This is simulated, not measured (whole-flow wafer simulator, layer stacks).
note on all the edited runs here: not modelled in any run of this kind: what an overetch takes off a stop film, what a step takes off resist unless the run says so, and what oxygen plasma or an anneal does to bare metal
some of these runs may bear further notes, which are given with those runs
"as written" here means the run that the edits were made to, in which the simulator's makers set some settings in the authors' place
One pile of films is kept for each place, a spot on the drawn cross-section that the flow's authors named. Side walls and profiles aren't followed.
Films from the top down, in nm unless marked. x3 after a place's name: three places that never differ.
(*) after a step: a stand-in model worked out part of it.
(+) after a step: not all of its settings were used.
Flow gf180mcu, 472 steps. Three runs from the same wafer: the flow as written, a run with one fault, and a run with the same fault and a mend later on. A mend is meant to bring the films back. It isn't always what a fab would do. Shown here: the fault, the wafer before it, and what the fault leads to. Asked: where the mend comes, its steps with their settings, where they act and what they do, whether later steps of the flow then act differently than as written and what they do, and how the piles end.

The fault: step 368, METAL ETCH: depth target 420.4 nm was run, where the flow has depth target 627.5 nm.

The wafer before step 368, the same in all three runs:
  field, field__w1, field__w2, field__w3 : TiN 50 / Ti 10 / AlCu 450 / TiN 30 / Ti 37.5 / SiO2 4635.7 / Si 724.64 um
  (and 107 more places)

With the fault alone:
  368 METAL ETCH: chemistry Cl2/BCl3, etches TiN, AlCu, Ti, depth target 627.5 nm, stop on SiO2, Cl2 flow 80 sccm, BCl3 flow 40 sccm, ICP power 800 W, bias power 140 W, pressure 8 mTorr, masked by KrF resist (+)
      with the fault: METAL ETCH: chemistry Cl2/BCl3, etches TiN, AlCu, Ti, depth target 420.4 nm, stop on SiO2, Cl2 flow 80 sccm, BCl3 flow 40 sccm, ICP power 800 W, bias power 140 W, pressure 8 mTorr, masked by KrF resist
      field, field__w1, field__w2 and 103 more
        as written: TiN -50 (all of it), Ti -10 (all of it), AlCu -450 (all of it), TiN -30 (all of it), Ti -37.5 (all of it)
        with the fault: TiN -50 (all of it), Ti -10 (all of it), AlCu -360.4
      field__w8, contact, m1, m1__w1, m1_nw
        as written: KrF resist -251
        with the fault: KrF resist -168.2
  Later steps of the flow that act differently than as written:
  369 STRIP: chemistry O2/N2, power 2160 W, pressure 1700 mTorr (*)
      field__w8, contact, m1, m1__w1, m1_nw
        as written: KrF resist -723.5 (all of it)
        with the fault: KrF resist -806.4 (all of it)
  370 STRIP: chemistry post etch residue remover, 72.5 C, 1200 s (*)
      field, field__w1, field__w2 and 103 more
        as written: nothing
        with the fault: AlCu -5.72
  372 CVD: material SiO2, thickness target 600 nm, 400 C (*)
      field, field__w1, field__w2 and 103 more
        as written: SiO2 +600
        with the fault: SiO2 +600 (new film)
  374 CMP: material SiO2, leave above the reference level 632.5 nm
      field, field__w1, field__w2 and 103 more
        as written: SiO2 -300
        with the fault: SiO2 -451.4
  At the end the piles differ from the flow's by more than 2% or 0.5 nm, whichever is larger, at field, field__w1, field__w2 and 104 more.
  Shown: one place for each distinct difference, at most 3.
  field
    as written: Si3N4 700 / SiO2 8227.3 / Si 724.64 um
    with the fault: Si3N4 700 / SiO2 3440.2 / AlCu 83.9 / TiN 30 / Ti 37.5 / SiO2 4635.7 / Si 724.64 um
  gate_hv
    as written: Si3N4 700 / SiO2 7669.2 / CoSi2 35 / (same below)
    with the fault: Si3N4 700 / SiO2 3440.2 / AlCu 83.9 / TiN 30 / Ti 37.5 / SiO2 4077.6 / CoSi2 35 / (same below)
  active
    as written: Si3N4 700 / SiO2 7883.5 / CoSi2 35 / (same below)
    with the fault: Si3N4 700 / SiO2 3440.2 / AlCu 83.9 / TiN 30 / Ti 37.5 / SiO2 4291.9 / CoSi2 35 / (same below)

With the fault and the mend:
  The mend comes after step 370.
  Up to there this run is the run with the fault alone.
  370a DEHYDRATE: 200 C, 60 s (the flow's step 361 once more)
      changes no film at any place that is followed
  370b HMDS: 120 C, 60 s (the flow's step 362 once more)
      changes no film at any place that is followed
  370c COAT: KrF resist, thickness 1000 nm (*) (the flow's step 363 once more)
      iso_ptap_pw, iso_ntap_nw, iso_nw_fld and 33 more
        KrF resist +1000 (new film)
      field__w2, field__w3, field__w5 and 14 more
        KrF resist +1002.8 (new film)
      field_sub__w4, field_sub__w5, ld_gate_p and 9 more
        KrF resist +1002.7 (new film)
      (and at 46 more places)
  370d SOFTBAKE: KrF resist (the flow's step 364 once more)
      changes no film at any place that is followed
  370e EXPOSE: photomask Metal4 (the flow's step 365 once more)
      changes no film at any place that is followed
  370f PEB: KrF resist, 135 C, 90 s (the flow's step 366 once more)
      field__w1, field__w2, field__w3 and 56 more
        KrF resist -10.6
      iso_ptap_pw, iso_ntap_nw, iso_nw_fld and 33 more
        KrF resist -10.5
      gate_hv, sd_p, nw_sep_fld, polyc_n, polyc_n_rim
        KrF resist -10.7
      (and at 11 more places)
  370g DEVELOP: thickness 1000 nm, 60 s (the flow's step 367 once more)
      iso_ptap_pw, iso_ntap_nw, iso_nw_fld and 33 more
        KrF resist -989.5 (all of it)
      field__w1, field_sub, field_sub__w3 and 9 more
        KrF resist -992.3 (all of it)
      field_sub__w2, field_sub__w4, ld_drn_n and 9 more
        KrF resist -992.1 (all of it)
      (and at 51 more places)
  370h METAL ETCH: chemistry Cl2/BCl3, etches TiN, AlCu, Ti, depth target 207.1 nm, stop on SiO2, Cl2 flow 80 sccm, BCl3 flow 40 sccm, ICP power 800 W, bias power 140 W, pressure 8 mTorr, masked by KrF resist (+) (the flow's step 368 once more, with other settings)
      field, field__w1, field__w2 and 103 more
        AlCu -83.9 (all of it), TiN -30 (all of it), Ti -37.5 (all of it)
      field__w8, contact, m1, m1__w1, m1_nw
        KrF resist -82.8
  370i STRIP: chemistry O2/N2, power 2160 W, pressure 1700 mTorr (*) (the flow's step 369 once more)
      field__w8
        KrF resist -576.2 (all of it)
      contact
        KrF resist -574.1 (all of it)
      m1
        KrF resist -576.6 (all of it)
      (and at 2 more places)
  370j STRIP: chemistry post etch residue remover, 72.5 C, 1200 s (*) (the flow's step 370 once more)
      field__w8, contact, m1, m1__w1, m1_nw
        TiN -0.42
  No later step of the flow acts differently than as written, at any place that is followed, by more than 2% or 0.5 nm, whichever is larger.
  At the end the piles differ from the flow's only slightly at the places that both follow, by at most 2% or 0.5 nm, whichever is larger.
